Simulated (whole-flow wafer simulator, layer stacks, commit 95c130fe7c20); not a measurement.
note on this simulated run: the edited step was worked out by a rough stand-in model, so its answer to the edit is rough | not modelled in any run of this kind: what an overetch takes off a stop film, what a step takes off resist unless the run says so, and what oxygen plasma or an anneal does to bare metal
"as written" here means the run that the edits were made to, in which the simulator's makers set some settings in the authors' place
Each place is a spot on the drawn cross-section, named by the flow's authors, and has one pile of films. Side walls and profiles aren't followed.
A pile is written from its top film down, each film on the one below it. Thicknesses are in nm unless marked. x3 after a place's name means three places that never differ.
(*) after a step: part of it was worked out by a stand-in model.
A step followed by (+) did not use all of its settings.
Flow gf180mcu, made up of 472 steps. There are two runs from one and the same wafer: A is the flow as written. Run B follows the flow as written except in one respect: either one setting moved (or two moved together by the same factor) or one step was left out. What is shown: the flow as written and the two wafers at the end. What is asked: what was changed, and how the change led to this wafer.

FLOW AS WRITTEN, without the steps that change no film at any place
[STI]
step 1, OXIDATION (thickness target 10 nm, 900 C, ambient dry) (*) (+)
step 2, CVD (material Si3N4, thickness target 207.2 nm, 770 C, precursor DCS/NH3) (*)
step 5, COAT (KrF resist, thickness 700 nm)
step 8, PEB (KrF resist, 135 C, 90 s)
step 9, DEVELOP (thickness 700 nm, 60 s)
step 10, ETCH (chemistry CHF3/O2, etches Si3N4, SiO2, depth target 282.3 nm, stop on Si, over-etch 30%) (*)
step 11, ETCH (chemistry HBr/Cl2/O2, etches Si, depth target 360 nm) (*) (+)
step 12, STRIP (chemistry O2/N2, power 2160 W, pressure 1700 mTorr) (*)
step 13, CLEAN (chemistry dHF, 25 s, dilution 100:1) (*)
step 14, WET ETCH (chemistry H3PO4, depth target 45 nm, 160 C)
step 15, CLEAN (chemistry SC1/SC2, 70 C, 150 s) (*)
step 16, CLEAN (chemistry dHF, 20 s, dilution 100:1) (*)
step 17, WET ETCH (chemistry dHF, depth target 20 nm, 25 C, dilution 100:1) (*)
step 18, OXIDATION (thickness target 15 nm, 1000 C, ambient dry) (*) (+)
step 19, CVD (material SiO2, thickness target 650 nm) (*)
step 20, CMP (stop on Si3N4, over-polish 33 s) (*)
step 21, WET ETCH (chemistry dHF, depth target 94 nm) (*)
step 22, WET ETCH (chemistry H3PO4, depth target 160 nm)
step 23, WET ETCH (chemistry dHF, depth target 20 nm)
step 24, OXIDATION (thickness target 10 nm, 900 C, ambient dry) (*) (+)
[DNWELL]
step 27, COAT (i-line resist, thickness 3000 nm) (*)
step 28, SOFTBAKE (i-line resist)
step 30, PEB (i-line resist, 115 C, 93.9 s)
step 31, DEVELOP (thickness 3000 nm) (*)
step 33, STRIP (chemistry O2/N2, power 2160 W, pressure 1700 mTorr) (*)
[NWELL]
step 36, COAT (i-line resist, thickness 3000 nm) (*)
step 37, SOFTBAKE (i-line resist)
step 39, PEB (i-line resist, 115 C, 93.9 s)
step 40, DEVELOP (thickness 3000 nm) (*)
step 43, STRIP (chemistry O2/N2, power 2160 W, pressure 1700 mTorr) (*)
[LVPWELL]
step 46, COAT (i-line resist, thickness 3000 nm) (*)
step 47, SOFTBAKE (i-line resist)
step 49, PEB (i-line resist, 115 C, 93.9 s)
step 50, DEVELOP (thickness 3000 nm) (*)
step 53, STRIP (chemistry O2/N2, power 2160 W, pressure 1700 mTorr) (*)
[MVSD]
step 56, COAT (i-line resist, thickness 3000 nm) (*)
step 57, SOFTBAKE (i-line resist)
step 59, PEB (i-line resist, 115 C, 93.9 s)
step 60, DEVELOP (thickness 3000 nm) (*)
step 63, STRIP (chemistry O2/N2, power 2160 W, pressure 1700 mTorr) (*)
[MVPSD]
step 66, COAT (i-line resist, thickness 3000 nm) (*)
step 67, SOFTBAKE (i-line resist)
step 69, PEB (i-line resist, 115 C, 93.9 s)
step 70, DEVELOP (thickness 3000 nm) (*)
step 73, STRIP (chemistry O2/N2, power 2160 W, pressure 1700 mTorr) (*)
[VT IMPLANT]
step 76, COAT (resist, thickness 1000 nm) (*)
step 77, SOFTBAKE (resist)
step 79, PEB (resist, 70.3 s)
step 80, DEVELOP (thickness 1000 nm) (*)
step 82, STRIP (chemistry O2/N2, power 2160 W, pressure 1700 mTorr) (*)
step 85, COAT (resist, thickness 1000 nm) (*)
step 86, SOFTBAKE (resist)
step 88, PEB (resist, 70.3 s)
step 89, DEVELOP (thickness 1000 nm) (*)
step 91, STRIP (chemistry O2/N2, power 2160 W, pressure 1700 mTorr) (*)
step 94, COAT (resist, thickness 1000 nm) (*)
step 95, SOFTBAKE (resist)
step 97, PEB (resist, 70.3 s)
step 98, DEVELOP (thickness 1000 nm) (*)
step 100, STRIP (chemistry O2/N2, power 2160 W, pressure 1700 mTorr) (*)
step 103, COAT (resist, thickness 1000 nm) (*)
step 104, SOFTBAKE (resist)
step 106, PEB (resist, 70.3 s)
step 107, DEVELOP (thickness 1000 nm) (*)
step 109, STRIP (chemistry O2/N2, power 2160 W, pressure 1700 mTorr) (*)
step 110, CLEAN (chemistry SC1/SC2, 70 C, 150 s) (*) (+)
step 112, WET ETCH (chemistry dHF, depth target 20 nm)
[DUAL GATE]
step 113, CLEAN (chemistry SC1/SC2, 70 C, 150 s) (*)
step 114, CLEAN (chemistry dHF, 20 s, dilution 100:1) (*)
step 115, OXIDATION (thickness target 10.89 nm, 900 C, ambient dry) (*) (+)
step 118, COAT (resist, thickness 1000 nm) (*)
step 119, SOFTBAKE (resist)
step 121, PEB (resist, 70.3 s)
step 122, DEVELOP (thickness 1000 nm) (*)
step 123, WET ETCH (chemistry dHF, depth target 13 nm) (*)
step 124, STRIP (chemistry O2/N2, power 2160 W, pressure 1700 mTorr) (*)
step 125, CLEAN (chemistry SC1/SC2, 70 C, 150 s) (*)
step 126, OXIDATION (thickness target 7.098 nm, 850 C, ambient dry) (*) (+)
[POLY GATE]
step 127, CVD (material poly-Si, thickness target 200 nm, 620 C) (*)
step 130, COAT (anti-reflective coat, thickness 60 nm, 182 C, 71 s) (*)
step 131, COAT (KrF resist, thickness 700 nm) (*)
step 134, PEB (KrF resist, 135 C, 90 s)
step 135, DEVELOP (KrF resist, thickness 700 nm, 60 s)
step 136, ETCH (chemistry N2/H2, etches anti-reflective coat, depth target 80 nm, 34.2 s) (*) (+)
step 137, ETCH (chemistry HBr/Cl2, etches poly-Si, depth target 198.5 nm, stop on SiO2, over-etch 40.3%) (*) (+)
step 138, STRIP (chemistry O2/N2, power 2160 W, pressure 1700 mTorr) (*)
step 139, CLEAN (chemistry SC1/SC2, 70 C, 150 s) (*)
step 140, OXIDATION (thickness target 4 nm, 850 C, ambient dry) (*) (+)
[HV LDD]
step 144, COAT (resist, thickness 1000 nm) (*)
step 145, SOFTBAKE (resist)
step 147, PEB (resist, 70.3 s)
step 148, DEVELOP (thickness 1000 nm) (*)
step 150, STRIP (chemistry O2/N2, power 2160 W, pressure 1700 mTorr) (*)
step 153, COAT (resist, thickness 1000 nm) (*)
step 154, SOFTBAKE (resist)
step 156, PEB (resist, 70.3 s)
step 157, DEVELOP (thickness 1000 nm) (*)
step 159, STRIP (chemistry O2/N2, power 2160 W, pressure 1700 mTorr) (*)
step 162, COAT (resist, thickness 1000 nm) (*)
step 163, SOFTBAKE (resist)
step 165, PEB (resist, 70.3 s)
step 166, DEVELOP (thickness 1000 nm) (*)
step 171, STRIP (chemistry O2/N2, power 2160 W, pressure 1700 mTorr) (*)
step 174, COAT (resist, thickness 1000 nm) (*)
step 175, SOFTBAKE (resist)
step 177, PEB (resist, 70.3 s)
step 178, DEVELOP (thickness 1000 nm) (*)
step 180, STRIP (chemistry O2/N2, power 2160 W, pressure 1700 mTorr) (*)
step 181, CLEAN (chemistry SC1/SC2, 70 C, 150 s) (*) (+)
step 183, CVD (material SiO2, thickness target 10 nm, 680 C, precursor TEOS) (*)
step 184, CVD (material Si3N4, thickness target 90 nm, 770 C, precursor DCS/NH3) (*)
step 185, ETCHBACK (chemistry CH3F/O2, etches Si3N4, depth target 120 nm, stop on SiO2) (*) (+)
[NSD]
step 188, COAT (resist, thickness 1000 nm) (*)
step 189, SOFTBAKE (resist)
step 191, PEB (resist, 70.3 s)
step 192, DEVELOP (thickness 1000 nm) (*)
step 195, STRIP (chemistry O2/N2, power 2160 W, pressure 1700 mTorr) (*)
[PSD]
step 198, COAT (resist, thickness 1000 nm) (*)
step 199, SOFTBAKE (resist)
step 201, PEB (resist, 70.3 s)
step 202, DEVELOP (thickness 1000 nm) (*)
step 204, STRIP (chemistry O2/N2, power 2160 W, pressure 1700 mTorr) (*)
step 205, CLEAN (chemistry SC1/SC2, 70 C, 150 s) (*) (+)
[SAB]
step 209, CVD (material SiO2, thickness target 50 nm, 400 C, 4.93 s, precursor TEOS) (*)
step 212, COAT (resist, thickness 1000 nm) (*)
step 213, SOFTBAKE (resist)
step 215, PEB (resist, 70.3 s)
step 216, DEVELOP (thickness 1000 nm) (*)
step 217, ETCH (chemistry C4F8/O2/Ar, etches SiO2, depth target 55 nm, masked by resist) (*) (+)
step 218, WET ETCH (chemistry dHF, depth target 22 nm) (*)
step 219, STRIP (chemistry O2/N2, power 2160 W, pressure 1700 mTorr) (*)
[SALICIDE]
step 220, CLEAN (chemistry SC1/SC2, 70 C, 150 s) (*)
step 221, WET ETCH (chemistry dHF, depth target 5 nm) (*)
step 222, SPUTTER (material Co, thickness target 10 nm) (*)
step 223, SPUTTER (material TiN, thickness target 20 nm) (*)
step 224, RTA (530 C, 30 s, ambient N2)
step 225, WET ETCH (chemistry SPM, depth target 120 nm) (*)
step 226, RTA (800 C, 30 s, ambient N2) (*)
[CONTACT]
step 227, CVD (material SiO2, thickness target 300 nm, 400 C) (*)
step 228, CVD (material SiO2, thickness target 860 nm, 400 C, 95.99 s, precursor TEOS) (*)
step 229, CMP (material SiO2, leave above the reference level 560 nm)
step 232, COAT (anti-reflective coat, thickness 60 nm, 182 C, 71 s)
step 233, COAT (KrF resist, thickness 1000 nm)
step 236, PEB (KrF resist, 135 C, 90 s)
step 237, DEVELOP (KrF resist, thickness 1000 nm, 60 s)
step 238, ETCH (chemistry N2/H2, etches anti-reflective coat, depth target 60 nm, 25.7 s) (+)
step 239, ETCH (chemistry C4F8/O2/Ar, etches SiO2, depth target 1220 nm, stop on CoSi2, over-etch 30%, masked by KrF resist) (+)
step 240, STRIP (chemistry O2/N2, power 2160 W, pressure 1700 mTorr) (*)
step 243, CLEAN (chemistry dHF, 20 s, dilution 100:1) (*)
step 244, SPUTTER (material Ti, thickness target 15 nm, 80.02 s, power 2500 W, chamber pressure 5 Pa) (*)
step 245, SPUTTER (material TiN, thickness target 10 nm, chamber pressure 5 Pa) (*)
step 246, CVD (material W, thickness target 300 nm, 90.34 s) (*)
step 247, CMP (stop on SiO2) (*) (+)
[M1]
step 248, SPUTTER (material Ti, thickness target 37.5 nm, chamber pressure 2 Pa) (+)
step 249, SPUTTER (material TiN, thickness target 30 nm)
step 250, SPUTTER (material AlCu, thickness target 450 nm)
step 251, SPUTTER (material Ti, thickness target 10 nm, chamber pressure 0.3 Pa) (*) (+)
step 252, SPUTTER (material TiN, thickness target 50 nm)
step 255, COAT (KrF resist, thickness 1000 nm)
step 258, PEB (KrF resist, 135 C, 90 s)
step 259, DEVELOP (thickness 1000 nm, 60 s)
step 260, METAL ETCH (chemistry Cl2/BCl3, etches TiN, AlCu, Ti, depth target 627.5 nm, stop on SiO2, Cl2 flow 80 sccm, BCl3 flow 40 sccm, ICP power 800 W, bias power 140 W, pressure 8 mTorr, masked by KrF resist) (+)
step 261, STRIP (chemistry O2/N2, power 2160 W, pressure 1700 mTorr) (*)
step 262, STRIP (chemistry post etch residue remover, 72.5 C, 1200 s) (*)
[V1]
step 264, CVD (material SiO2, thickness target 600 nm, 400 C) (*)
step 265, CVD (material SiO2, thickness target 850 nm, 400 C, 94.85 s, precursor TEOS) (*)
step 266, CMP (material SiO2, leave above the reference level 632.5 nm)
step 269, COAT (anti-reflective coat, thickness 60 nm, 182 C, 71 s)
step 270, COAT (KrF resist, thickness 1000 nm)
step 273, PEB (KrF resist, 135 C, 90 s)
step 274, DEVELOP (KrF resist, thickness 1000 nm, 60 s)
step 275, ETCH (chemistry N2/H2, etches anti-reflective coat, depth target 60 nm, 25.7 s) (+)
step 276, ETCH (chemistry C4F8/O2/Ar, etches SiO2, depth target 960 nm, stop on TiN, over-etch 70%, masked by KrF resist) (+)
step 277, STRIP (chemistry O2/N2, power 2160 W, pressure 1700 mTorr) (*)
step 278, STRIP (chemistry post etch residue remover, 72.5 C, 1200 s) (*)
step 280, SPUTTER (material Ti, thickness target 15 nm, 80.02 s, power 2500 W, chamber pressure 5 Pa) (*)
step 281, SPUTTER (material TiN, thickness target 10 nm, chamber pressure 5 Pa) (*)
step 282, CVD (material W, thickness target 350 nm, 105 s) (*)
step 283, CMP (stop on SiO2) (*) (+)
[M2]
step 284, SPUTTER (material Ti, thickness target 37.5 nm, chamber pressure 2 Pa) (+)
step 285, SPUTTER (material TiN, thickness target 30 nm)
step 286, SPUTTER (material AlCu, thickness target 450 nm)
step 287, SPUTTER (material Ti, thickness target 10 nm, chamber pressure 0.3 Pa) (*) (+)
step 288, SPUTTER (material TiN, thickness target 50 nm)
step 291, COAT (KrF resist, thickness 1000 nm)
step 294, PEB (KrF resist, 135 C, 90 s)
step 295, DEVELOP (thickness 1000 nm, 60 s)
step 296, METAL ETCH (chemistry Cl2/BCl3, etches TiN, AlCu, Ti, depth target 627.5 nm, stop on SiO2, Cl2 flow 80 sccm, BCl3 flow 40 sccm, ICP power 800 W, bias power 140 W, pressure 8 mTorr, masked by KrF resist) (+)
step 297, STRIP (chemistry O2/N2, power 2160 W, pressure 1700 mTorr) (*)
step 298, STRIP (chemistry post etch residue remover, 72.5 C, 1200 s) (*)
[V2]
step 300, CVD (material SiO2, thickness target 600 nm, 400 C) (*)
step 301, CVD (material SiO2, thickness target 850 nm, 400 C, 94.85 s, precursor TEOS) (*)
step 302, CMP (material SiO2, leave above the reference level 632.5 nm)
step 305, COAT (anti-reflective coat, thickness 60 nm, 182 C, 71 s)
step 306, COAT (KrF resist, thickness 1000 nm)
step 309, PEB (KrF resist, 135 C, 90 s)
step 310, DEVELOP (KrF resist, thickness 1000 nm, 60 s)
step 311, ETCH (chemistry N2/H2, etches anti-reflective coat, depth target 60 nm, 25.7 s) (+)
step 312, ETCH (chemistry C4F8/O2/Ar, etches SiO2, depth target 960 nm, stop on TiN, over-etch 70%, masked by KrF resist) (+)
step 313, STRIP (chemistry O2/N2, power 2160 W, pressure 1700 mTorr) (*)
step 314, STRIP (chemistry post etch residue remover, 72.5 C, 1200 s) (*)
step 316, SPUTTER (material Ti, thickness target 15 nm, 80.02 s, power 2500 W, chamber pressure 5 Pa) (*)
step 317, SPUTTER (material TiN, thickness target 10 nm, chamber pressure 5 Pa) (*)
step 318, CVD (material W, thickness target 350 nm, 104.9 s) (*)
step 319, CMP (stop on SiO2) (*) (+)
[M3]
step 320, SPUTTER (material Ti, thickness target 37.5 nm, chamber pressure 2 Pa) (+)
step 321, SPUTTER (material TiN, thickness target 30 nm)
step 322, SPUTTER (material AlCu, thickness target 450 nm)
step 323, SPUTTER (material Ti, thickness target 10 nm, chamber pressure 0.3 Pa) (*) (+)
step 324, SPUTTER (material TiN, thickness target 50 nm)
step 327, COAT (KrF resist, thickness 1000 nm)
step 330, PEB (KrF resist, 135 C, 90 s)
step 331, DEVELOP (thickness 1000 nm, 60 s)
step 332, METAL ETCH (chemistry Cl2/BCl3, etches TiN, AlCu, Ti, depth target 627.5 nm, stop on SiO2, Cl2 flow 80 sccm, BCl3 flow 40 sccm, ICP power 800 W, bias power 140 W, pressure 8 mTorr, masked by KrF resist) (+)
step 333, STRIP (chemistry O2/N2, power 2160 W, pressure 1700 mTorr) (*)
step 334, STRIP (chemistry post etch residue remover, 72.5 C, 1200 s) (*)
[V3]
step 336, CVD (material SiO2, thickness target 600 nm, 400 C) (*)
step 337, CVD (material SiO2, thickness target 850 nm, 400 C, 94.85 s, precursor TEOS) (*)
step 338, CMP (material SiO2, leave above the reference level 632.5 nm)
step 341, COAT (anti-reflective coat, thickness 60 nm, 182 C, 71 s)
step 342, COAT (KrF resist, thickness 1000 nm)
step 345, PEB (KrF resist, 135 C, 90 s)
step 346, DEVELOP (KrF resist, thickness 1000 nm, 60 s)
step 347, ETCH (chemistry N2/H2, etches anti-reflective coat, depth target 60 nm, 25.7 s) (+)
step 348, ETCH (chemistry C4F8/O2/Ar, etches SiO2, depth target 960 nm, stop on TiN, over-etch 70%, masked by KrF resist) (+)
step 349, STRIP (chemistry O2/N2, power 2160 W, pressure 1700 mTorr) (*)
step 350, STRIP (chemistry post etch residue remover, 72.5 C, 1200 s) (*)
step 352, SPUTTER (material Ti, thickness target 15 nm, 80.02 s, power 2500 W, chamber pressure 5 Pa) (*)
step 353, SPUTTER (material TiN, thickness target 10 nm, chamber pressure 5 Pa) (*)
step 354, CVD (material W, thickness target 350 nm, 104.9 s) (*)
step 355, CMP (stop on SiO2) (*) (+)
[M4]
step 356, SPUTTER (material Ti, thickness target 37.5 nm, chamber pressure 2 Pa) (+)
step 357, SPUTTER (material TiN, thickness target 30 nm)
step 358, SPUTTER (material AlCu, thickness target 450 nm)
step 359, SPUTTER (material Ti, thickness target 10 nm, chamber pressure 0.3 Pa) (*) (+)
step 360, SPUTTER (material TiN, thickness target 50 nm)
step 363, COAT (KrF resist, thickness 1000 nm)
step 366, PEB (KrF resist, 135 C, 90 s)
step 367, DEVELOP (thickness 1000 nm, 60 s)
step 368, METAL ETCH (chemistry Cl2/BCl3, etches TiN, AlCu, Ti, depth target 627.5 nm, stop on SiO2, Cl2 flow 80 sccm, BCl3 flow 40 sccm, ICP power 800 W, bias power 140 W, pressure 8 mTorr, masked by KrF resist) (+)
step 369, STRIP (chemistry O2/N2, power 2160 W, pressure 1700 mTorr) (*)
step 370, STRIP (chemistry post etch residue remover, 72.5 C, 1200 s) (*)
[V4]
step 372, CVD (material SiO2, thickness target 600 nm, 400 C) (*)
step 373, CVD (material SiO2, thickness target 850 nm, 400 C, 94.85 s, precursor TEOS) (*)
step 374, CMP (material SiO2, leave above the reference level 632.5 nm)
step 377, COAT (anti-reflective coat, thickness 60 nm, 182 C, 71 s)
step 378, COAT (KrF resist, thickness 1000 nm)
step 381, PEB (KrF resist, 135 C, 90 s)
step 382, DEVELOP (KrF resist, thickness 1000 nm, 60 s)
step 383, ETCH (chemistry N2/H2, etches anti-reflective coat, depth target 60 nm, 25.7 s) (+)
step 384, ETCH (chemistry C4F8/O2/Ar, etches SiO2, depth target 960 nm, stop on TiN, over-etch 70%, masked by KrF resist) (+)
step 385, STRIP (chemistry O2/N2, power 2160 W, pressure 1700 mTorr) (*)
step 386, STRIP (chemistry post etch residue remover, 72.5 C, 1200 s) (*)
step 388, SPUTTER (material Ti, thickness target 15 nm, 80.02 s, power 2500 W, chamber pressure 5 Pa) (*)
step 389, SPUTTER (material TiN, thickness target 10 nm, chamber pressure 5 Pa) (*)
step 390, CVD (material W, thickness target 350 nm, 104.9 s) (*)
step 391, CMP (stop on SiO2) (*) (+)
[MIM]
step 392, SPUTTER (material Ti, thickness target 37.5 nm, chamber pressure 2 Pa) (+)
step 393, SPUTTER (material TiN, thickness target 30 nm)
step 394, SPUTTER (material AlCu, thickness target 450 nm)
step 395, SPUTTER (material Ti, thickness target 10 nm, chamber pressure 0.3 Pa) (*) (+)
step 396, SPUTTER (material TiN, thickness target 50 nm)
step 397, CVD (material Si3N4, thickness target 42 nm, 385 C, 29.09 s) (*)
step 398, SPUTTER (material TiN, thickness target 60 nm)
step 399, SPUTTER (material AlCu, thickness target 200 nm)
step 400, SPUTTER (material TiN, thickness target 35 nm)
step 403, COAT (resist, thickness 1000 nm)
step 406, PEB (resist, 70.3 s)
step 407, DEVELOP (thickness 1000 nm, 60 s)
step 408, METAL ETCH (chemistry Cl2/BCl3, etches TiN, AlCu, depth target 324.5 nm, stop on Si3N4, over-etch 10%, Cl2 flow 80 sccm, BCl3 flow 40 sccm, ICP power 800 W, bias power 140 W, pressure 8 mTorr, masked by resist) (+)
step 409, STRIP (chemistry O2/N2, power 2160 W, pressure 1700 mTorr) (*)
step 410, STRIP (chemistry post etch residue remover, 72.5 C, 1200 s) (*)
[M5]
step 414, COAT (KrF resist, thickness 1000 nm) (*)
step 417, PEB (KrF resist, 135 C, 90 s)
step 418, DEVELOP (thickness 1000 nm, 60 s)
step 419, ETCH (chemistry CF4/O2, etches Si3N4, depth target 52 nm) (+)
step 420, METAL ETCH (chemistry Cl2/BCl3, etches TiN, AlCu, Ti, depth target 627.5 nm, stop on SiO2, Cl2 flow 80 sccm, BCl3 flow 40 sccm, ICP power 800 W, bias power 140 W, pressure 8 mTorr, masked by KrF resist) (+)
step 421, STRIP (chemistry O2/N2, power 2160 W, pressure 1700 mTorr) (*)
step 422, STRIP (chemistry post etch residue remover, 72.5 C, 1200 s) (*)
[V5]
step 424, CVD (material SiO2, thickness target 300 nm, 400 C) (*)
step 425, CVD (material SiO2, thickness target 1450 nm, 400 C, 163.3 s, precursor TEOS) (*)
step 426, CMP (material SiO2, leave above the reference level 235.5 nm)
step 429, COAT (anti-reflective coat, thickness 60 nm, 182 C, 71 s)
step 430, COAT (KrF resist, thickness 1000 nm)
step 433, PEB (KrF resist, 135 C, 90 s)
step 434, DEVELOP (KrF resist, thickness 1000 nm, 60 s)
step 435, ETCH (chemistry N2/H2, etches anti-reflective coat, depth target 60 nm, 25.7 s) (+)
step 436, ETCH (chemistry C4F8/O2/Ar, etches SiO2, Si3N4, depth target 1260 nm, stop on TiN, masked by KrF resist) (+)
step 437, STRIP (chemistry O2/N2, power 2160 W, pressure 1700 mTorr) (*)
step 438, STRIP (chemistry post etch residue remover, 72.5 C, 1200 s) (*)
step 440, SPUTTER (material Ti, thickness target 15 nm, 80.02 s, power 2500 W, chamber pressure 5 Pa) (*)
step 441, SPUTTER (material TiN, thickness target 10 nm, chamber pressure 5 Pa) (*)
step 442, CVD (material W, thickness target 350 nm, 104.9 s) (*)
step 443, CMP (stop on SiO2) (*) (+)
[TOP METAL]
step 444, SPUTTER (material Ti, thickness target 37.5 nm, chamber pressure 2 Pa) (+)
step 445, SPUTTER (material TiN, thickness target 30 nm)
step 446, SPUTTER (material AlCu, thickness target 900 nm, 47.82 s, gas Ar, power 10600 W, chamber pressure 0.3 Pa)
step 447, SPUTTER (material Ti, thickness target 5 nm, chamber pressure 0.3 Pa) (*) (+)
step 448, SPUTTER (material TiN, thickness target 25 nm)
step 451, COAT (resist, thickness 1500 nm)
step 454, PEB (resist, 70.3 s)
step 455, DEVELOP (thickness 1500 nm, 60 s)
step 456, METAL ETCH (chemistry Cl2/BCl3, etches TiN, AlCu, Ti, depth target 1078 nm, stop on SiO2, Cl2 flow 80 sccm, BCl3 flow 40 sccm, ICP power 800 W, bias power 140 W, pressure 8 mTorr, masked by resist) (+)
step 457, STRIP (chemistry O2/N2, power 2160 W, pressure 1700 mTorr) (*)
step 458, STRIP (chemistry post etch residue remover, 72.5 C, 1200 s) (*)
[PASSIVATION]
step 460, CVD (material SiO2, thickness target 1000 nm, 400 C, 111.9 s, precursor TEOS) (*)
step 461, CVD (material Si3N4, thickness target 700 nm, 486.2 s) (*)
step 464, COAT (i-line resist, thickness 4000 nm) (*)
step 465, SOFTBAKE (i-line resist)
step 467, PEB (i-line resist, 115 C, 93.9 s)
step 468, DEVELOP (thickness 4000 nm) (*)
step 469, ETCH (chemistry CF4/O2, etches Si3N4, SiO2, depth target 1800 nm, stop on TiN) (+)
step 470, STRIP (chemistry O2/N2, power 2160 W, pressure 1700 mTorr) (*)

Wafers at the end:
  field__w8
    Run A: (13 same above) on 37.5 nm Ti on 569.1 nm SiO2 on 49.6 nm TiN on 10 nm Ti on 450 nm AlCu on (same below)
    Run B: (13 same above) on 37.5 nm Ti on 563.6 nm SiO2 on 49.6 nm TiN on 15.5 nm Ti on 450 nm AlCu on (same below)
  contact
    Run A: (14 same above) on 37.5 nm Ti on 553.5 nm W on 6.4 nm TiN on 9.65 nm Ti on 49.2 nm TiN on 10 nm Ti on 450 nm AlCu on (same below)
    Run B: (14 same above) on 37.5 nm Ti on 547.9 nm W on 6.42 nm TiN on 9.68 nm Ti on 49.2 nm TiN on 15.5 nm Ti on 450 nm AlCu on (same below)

The reason: step 359, SPUTTER: thickness target 15.5 nm was run, while the flow as written has thickness target 10 nm.
One can read it off the wafer: field__w8 has Ti 15.5, and step 359 as written asks for 10 nm.

Step by step, how the change led to this:
  step 359, SPUTTER (material Ti, thickness target 10 nm, chamber pressure 0.3 Pa) (*) (+)
      field, field__w1, field__w2 and 108 more: A Ti gains 10 (new film) | B Ti gains 15.5 (new film)
  step 368, METAL ETCH (chemistry Cl2/BCl3, etches TiN, AlCu, Ti, depth target 627.5 nm, stop on SiO2, Cl2 flow 80 sccm, BCl3 flow 40 sccm, ICP power 800 W, bias power 140 W, pressure 8 mTorr, masked by KrF resist) (+)
      field, field__w1, field__w2 and 103 more: A TiN loses 50 (all of it), Ti loses 10 (all of it), AlCu loses 450 (all of it), TiN loses 30 (all of it), Ti loses 37.5 (all of it) | B TiN loses 50 (all of it), Ti loses 15.5 (all of it), AlCu loses 450 (all of it), TiN loses 30 (all of it), Ti loses 37.5 (all of it)
